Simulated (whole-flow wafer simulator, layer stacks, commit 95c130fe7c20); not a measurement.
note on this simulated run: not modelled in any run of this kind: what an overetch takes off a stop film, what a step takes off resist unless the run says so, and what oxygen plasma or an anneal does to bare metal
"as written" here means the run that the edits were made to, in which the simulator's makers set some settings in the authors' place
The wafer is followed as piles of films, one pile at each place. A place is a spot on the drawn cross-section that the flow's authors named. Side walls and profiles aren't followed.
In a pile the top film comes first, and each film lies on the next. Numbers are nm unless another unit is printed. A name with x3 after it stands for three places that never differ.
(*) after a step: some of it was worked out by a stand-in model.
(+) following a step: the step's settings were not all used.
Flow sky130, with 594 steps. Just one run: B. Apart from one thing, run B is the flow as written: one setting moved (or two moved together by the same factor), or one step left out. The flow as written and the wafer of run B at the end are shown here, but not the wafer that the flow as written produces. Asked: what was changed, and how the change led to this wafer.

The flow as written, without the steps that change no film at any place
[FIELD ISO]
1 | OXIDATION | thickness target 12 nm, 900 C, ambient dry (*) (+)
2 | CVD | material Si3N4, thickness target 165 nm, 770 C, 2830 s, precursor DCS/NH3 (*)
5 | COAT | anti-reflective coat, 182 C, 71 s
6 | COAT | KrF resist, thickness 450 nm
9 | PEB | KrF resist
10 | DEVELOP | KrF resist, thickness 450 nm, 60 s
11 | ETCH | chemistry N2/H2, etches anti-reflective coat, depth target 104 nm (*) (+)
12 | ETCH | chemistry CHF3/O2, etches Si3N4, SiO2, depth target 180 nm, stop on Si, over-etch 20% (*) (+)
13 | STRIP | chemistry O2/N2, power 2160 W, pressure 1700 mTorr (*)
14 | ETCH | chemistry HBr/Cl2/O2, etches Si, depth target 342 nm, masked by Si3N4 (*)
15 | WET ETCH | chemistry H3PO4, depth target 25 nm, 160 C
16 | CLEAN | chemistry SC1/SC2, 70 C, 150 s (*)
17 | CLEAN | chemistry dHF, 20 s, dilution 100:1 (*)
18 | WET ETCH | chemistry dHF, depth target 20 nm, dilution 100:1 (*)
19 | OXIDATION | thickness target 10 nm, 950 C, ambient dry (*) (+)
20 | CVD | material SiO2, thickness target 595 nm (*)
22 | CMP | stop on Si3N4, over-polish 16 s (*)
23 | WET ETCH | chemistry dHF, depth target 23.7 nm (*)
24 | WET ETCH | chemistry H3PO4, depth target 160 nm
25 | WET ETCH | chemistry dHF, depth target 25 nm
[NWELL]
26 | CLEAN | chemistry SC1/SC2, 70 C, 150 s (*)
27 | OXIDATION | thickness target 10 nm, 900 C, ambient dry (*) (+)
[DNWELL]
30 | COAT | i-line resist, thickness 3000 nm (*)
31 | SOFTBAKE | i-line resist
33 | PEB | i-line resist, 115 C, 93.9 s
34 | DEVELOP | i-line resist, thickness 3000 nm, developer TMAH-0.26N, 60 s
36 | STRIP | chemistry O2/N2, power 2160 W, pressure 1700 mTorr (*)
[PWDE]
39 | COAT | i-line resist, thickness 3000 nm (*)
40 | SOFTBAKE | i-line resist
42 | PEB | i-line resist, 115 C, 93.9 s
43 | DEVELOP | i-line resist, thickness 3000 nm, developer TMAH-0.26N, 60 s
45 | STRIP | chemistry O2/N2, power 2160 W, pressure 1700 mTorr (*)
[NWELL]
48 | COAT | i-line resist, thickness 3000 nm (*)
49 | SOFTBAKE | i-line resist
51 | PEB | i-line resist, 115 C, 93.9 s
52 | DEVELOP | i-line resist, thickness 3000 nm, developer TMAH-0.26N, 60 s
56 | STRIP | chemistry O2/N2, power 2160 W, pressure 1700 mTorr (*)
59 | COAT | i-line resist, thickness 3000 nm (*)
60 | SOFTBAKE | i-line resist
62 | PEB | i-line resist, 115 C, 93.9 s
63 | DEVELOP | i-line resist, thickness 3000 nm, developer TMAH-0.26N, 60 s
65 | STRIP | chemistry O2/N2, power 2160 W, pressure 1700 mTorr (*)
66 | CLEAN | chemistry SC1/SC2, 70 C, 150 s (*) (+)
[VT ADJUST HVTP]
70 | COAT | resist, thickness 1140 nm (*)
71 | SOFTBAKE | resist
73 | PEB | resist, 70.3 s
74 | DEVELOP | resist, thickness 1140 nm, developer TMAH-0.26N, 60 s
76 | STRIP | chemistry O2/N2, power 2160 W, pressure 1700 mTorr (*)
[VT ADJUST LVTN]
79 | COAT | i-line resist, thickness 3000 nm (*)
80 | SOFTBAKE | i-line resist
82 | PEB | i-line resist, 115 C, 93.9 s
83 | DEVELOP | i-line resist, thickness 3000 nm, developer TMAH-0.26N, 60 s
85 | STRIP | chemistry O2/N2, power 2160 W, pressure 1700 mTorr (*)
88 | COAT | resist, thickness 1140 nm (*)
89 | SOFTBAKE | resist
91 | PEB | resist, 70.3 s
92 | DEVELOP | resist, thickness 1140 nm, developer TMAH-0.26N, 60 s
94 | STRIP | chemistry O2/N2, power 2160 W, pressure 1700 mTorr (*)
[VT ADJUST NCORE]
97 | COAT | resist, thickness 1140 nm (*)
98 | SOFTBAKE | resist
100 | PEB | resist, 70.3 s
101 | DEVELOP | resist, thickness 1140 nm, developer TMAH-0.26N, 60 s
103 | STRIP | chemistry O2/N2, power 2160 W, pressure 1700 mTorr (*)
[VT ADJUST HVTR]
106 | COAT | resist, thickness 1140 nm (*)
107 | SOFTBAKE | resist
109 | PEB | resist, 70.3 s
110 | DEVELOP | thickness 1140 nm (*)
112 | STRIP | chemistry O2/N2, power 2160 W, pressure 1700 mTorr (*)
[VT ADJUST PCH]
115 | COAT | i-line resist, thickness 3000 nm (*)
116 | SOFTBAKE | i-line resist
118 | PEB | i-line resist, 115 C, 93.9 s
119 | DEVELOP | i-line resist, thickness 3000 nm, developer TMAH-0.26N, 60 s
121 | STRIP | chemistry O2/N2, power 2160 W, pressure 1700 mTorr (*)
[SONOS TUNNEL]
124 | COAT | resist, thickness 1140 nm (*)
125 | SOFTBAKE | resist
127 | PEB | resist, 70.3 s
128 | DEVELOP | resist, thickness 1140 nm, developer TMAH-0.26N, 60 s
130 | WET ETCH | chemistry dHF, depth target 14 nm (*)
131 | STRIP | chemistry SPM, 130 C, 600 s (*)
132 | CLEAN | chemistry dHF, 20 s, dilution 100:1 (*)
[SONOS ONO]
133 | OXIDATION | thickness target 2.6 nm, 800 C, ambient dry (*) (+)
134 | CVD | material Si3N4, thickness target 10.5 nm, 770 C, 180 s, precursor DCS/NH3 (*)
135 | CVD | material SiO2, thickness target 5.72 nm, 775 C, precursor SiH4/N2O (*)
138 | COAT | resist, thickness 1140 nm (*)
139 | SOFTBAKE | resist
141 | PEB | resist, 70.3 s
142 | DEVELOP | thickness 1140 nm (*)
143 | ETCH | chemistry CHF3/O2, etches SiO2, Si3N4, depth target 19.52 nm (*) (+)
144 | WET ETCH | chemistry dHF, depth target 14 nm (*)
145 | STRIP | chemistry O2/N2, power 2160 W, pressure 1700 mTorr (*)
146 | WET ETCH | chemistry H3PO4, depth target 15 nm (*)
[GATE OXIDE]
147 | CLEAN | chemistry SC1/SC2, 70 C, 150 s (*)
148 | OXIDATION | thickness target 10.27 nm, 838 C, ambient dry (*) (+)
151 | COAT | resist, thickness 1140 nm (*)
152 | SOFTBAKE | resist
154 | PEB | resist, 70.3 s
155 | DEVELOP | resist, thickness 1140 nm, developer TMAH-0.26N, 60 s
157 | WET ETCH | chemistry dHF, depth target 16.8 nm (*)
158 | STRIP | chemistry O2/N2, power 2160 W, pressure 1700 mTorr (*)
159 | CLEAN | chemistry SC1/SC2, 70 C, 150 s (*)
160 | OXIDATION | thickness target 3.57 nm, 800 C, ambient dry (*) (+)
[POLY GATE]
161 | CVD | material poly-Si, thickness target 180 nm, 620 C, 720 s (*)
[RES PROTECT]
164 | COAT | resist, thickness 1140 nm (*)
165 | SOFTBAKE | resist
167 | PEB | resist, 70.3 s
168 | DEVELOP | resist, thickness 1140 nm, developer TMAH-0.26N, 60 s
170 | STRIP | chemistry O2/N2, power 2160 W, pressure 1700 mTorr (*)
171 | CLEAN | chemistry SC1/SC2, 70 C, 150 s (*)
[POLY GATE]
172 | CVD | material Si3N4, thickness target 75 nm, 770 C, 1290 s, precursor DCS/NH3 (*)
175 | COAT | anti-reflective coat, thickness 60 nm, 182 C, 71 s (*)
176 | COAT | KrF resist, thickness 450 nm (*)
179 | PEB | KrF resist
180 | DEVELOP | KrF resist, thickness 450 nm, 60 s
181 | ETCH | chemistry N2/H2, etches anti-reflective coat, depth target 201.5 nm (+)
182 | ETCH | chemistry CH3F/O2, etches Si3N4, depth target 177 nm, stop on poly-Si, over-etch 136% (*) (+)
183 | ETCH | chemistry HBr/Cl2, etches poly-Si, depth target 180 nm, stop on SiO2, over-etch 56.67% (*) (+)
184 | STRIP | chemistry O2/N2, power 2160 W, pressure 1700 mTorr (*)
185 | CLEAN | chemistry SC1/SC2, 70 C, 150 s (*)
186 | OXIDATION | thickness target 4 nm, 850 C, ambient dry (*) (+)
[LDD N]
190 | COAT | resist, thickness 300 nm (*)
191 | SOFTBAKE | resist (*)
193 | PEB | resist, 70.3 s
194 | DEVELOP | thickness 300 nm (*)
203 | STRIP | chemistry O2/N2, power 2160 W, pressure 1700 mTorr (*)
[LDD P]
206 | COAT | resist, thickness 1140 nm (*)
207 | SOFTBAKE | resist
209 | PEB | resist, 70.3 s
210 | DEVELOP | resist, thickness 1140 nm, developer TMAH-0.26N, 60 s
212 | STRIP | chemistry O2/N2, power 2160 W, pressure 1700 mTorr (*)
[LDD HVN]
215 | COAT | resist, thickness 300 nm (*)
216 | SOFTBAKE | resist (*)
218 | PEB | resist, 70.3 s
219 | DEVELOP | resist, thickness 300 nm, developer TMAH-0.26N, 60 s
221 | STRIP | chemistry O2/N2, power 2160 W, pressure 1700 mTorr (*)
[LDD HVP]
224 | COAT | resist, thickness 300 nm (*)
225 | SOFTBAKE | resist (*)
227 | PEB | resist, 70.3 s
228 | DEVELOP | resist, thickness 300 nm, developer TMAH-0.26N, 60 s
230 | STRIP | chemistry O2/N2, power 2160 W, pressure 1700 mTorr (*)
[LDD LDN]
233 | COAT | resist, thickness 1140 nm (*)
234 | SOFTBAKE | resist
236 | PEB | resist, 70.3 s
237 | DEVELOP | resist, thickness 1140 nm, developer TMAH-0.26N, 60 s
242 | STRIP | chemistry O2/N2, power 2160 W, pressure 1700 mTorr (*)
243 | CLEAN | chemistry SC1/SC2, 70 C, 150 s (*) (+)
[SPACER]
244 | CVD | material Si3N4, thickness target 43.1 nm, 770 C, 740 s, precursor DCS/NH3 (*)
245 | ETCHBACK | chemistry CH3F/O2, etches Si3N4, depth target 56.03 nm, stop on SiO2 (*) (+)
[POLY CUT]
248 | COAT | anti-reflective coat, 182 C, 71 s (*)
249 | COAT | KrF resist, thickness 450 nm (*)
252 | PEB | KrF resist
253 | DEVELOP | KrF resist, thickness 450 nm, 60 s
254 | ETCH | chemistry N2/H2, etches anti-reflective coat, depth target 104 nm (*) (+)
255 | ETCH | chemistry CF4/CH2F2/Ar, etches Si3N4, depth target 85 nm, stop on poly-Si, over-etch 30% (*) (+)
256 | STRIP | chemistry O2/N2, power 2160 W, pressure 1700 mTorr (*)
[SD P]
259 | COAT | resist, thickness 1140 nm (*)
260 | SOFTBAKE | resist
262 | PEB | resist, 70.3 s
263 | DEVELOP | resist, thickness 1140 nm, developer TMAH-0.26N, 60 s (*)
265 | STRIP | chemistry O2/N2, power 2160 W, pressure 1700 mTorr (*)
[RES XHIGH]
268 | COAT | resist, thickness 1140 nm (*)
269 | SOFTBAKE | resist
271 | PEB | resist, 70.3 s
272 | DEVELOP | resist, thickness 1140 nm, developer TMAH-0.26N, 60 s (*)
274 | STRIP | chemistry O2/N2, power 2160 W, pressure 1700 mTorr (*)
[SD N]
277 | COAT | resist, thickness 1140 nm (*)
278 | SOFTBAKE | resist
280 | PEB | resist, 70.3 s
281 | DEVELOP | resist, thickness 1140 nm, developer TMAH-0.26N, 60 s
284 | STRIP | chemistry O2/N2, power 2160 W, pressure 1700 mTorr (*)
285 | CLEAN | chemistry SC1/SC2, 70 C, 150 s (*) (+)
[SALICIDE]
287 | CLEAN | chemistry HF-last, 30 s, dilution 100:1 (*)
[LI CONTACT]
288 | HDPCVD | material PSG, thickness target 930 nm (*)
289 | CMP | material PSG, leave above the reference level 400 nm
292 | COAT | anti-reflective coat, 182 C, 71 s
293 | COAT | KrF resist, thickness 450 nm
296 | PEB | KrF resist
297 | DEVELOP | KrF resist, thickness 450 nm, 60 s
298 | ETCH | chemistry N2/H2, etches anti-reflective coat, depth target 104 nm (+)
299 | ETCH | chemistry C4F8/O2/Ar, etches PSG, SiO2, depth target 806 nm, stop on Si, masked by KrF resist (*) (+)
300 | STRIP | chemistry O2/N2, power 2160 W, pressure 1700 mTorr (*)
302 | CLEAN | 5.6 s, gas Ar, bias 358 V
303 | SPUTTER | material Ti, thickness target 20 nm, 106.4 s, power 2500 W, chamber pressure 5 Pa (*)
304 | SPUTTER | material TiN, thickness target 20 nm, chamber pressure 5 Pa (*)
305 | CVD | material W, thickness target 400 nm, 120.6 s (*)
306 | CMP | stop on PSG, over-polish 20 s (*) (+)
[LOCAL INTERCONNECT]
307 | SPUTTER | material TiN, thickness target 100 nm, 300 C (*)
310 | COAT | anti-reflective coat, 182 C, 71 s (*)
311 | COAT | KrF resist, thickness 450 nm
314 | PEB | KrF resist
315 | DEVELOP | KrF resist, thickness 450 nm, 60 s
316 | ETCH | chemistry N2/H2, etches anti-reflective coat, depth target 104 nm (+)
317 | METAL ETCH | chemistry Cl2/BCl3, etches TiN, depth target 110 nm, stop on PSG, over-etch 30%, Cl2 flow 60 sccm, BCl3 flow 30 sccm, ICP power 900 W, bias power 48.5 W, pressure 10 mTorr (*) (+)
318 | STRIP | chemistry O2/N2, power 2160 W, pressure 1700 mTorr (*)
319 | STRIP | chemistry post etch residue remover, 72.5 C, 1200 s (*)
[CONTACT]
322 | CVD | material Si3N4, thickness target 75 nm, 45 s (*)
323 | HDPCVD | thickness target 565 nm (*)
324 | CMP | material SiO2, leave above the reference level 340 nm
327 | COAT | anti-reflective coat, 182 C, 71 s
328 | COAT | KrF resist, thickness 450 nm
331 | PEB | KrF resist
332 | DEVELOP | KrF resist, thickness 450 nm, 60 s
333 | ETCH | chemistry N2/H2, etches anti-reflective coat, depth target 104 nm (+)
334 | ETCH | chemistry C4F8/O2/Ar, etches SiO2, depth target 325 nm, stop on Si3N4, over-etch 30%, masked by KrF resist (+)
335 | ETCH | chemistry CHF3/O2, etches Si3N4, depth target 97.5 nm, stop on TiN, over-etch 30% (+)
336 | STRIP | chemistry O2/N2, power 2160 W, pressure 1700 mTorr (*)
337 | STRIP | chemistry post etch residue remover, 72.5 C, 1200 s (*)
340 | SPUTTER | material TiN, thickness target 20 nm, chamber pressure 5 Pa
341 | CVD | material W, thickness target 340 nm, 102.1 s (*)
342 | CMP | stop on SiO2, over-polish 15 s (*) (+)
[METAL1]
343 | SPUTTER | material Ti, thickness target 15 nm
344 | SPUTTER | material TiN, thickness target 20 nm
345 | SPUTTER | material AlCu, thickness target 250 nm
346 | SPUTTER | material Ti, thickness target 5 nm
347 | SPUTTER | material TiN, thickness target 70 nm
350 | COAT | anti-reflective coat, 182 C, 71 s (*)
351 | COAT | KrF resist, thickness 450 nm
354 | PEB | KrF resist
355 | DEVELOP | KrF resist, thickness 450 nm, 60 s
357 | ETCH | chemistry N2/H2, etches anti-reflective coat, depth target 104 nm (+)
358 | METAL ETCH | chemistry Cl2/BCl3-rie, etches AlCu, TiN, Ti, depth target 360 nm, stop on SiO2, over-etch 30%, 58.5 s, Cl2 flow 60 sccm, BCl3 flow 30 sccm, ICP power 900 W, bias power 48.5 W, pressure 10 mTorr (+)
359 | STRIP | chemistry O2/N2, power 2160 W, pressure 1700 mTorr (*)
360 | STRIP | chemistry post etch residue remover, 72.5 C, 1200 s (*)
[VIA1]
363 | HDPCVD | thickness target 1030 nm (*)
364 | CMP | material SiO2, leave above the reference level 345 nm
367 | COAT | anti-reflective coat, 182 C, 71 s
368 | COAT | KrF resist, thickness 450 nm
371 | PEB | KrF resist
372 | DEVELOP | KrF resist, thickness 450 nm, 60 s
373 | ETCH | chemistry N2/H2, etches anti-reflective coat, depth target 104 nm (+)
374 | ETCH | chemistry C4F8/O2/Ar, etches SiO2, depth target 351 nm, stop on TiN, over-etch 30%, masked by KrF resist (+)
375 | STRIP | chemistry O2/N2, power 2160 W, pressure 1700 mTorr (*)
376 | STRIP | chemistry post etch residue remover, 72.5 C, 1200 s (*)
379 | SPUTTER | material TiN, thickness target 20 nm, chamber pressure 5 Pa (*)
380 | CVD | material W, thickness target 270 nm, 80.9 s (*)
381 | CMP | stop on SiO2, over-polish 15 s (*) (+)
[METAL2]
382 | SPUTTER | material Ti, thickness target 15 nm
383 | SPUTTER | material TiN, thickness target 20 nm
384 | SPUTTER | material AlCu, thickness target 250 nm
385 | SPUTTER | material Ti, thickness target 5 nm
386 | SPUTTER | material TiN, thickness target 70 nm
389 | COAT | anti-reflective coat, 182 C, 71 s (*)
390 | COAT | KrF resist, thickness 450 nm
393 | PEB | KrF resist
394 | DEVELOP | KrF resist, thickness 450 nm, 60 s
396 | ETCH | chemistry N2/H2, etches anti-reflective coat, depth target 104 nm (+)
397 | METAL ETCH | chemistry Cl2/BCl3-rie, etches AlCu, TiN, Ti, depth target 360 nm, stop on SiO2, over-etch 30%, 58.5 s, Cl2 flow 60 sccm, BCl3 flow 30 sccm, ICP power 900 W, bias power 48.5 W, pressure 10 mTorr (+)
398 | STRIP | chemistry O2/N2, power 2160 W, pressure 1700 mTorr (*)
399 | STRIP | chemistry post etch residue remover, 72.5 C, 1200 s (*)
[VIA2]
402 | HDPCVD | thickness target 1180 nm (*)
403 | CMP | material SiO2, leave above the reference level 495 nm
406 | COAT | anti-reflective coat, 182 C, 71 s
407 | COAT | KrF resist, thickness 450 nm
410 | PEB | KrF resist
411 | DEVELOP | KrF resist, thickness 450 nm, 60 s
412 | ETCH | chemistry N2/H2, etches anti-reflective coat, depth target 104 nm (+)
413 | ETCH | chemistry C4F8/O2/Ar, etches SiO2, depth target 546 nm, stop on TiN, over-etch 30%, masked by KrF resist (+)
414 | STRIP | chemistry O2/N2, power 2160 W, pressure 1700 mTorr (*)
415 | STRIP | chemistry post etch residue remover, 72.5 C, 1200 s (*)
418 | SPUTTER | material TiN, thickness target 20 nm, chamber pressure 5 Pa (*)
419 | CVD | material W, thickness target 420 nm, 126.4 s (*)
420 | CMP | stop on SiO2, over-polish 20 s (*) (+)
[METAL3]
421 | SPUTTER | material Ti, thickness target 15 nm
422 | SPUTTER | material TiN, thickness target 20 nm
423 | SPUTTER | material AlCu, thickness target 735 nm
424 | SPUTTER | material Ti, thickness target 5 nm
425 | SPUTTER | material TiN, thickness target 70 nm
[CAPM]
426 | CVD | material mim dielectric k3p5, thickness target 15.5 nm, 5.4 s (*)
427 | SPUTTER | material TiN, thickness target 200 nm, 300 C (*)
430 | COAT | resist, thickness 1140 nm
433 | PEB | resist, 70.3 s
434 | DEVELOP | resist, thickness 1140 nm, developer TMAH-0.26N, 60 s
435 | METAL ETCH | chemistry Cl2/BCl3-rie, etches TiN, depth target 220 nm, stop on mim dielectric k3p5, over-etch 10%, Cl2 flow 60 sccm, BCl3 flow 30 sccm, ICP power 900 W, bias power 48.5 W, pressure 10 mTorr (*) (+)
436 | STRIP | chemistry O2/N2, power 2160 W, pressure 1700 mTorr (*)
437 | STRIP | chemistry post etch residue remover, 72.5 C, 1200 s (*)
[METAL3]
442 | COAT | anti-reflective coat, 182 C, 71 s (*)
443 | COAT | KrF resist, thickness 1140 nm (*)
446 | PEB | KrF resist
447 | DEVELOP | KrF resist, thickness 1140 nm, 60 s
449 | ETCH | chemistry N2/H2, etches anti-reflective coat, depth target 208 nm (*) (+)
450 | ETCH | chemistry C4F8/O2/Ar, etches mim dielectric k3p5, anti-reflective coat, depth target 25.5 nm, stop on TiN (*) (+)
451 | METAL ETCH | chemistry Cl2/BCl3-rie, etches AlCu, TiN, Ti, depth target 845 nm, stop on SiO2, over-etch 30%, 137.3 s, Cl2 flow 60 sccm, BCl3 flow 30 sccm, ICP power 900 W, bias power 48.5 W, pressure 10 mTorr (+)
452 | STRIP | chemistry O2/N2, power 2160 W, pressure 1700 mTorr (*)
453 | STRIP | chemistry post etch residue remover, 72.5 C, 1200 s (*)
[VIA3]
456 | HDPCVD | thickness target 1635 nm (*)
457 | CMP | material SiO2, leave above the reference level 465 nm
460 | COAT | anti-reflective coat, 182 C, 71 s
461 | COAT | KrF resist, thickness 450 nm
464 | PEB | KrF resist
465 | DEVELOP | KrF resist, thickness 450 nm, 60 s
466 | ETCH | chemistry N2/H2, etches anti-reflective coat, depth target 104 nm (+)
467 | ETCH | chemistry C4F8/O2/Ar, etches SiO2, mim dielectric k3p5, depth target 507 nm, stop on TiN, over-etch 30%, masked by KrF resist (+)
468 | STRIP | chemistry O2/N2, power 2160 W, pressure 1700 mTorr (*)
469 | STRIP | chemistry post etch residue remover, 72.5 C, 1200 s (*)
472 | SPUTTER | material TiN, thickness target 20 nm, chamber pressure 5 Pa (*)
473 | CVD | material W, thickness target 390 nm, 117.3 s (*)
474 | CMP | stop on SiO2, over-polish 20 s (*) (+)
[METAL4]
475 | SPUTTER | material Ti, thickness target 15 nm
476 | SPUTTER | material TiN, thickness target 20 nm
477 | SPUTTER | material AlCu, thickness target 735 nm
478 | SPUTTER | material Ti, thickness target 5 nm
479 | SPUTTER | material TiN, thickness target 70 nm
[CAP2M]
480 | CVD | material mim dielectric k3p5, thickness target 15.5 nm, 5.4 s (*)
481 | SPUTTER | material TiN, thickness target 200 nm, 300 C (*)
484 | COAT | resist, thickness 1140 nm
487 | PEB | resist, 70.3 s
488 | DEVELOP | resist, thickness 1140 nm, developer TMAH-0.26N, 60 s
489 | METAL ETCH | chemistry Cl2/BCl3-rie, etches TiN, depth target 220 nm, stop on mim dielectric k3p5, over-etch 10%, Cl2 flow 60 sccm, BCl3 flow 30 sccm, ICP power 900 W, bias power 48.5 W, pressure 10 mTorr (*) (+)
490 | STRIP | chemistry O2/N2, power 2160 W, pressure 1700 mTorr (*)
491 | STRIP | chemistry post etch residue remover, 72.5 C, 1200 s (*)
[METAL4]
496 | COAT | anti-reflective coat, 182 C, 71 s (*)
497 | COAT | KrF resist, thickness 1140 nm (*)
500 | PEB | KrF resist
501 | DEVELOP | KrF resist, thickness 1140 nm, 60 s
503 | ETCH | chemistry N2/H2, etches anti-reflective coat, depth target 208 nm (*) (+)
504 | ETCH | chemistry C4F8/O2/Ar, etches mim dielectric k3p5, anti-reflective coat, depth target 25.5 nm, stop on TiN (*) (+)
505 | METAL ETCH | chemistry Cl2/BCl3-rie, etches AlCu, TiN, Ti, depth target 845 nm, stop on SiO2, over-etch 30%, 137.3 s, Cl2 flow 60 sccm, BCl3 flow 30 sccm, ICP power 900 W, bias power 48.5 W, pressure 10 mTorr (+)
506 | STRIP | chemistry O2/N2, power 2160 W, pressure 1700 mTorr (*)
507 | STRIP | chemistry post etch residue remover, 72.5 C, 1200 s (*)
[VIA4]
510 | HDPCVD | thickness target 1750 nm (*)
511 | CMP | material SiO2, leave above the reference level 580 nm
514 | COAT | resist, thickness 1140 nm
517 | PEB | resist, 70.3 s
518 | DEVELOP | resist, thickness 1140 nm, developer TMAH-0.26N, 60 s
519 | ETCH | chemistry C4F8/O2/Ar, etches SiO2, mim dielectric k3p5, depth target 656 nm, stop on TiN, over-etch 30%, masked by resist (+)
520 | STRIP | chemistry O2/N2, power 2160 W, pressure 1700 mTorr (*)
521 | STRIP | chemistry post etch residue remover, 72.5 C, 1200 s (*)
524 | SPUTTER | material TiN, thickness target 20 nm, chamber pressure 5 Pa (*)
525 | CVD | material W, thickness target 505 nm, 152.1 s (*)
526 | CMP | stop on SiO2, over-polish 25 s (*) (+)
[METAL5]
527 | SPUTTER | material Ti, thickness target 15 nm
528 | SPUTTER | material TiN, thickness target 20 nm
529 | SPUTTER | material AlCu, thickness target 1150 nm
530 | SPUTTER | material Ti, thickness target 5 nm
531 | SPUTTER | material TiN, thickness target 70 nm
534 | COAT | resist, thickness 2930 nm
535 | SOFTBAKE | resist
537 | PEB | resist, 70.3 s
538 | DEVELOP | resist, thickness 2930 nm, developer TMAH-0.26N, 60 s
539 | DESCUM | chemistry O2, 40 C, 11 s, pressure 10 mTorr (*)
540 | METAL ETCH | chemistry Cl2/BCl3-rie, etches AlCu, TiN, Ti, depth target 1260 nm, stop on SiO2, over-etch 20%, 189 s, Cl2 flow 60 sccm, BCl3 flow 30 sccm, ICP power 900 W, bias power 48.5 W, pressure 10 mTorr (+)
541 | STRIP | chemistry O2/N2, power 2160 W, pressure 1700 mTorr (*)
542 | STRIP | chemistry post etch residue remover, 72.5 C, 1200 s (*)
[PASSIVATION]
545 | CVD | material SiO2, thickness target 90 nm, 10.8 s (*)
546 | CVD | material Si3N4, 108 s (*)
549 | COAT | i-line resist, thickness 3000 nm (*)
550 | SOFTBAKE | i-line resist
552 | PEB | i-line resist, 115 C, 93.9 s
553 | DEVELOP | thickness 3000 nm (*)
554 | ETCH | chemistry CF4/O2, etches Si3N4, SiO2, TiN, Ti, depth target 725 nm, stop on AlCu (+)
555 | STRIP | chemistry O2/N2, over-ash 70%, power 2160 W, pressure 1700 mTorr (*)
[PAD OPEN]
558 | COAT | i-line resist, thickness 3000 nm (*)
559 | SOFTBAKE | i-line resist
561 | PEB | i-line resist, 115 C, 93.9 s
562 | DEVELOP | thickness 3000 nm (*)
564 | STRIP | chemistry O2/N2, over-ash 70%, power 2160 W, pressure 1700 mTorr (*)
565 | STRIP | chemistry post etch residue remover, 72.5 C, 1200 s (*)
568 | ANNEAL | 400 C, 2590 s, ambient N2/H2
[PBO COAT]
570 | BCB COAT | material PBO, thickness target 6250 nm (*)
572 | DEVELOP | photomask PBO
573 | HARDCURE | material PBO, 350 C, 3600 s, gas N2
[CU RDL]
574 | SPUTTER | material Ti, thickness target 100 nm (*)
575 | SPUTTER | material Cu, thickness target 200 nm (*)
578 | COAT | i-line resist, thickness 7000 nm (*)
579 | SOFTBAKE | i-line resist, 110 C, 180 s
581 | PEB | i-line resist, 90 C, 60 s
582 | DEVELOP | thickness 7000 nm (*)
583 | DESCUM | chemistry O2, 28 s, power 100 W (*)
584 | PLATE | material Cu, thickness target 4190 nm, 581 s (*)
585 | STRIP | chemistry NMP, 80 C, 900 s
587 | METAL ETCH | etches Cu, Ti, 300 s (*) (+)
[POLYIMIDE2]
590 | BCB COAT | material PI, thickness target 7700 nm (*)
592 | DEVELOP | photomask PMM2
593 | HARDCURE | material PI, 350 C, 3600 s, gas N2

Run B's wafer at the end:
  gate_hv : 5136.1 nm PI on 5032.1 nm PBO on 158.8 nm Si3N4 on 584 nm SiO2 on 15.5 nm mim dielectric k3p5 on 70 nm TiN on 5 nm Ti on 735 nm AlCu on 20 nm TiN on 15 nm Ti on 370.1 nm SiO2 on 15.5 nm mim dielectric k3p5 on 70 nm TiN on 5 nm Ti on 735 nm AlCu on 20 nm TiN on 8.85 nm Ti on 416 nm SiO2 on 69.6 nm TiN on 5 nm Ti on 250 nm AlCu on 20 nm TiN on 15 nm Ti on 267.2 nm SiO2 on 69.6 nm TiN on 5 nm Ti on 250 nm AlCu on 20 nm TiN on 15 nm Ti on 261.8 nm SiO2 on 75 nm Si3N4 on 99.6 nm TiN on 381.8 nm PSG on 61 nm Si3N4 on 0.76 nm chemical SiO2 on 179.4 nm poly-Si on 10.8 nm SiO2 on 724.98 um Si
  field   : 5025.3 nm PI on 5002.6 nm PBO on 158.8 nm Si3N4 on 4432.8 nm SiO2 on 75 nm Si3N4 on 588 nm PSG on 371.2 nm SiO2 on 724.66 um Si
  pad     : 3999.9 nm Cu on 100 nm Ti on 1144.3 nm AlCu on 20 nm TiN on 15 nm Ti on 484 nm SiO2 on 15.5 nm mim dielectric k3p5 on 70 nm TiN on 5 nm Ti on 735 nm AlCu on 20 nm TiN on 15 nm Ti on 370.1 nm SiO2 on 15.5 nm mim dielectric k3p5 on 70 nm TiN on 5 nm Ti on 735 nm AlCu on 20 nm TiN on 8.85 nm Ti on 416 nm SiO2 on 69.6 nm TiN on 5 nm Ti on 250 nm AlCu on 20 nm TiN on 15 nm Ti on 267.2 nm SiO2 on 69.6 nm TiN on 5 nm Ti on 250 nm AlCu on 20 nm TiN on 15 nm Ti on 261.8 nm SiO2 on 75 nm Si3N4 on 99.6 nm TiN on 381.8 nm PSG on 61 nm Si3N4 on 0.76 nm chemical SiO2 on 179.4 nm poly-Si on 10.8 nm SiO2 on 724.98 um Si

The reason: step 421, SPUTTER: thickness target 8.85 nm was run, while the flow as written has thickness target 15 nm.
The wafer itself shows it: gate_hv has Ti 8.85, and step 421 as written asks for 15 nm.

Step by step, how the change led to this:
  421 | SPUTTER | material Ti, thickness target 15 nm
      field, active, n_well and 188 more: +8.85 Ti (new film) (as written it would have been: +15 Ti (new film))
  451 | METAL ETCH | chemistry Cl2/BCl3-rie, etches AlCu, TiN, Ti, depth target 845 nm, stop on SiO2, over-etch 30%, 137.3 s, Cl2 flow 60 sccm, BCl3 flow 30 sccm, ICP power 900 W, bias power 48.5 W, pressure 10 mTorr (+)
      field, gate, spacer and 68 more: -70 TiN (all of it), -5 Ti (all of it), -735 AlCu (all of it), -20 TiN (all of it), -8.85 Ti (all of it), -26 SiO2 (as written it would have been: -70 TiN (all of it), -5 Ti (all of it), -735 AlCu (all of it), -20 TiN (all of it), -15 Ti (all of it), -25.4 SiO2)
      active, vpp_ln, vpp_iso2 and 11 more: -70 TiN (all of it), -5 Ti (all of it), -735 AlCu (all of it), -20 TiN (all of it), -8.85 Ti (all of it), -26 SiO2 (as written it would have been: -70 TiN (all of it), -5 Ti (all of it), -735 AlCu (all of it), -20 TiN (all of it), -15 Ti (all of it), -25.3 SiO2)
